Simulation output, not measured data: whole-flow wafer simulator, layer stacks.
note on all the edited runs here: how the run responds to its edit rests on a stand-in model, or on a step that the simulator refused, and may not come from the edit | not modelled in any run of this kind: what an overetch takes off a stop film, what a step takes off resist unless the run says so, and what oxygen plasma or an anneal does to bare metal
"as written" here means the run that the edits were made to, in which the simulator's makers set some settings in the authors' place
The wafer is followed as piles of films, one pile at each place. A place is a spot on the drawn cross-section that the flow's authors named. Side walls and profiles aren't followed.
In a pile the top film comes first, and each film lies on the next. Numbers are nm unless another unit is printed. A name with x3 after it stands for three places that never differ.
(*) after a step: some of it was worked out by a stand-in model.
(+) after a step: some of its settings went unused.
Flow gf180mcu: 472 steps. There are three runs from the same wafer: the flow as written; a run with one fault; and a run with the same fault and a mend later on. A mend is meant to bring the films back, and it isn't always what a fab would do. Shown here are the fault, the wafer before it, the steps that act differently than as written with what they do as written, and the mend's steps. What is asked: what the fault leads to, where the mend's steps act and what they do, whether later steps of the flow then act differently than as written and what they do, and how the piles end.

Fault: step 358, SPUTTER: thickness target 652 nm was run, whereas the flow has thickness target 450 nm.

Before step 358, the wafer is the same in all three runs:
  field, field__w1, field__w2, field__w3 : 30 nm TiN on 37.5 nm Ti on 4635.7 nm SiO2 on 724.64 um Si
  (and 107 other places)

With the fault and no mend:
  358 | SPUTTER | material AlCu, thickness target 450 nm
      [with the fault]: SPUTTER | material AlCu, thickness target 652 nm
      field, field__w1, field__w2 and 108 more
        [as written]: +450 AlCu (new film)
        [with the fault]: +652 AlCu (new film)
  Steps further on in the flow that do not act as written:
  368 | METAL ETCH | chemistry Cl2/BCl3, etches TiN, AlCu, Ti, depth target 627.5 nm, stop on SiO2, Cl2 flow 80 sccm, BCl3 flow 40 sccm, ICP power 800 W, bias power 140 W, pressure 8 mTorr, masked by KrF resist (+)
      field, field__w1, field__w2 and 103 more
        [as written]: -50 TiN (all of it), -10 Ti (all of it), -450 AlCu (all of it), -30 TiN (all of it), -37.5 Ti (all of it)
        [with the fault]: -50 TiN (all of it), -10 Ti (all of it), -567.5 AlCu
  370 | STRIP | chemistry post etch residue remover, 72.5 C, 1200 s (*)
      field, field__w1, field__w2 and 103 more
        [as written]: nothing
        [with the fault]: -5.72 AlCu
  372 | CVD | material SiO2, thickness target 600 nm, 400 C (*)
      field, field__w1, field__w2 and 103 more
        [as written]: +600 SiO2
        [with the fault]: +600 SiO2 (new film)
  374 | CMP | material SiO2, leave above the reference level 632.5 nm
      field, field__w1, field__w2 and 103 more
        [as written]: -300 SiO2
        [with the fault]: -244.3 SiO2
  The piles end different from the flow's at field, field__w1, field__w2 and 109 more by more than 2% or 0.5 nm, whichever is larger.
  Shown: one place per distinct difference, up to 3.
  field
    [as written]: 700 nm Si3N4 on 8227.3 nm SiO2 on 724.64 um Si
    [with the fault]: 700 nm Si3N4 on 3647.3 nm SiO2 on 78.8 nm AlCu on 30 nm TiN on 37.5 nm Ti on 4635.7 nm SiO2 on 724.64 um Si
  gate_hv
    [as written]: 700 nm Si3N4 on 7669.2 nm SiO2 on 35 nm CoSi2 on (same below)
    [with the fault]: 700 nm Si3N4 on 3647.3 nm SiO2 on 78.8 nm AlCu on 30 nm TiN on 37.5 nm Ti on 4077.6 nm SiO2 on 35 nm CoSi2 on (same below)
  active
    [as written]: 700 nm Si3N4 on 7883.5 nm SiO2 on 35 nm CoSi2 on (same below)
    [with the fault]: 700 nm Si3N4 on 3647.3 nm SiO2 on 78.8 nm AlCu on 30 nm TiN on 37.5 nm Ti on 4291.9 nm SiO2 on 35 nm CoSi2 on (same below)

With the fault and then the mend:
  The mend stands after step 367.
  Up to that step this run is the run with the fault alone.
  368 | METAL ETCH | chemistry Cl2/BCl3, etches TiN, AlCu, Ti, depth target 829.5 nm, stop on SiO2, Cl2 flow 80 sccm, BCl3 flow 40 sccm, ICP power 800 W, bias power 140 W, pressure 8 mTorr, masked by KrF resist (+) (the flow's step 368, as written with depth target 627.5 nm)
      field, field__w1, field__w2 and 103 more
        -50 TiN (all of it), -10 Ti (all of it), -652 AlCu (all of it), -30 TiN (all of it), -37.5 Ti (all of it)
      field__w8, contact, m1, m1__w1, m1_nw
        -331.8 KrF resist
  Steps further on in the flow that do not act as written:
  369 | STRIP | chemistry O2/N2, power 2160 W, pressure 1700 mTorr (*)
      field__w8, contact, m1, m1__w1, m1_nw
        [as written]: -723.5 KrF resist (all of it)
        [with the mend]: -642.7 KrF resist (all of it)
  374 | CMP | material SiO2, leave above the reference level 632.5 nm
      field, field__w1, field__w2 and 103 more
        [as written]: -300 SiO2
        [with the mend]: -98 SiO2
  The piles end different from the flow's at field, field__w1, field__w2 and 109 more by more than 2% or 0.5 nm, whichever is larger.
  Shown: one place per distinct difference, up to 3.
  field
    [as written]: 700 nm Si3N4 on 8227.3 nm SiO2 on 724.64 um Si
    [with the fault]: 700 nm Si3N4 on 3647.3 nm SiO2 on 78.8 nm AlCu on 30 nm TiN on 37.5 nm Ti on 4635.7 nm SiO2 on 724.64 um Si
    [with the mend]: 700 nm Si3N4 on 8429.3 nm SiO2 on 724.64 um Si
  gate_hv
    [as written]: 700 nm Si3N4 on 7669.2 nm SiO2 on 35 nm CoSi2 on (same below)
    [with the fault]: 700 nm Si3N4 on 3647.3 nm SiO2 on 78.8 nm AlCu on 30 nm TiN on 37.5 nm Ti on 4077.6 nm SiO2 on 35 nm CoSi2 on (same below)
    [with the mend]: 700 nm Si3N4 on 7871.2 nm SiO2 on 35 nm CoSi2 on (same below)
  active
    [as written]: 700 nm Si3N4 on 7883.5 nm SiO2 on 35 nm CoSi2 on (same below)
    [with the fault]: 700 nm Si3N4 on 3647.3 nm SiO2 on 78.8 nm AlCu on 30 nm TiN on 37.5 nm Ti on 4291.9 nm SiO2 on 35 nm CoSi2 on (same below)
    [with the mend]: 700 nm Si3N4 on 8085.5 nm SiO2 on 35 nm CoSi2 on (same below)
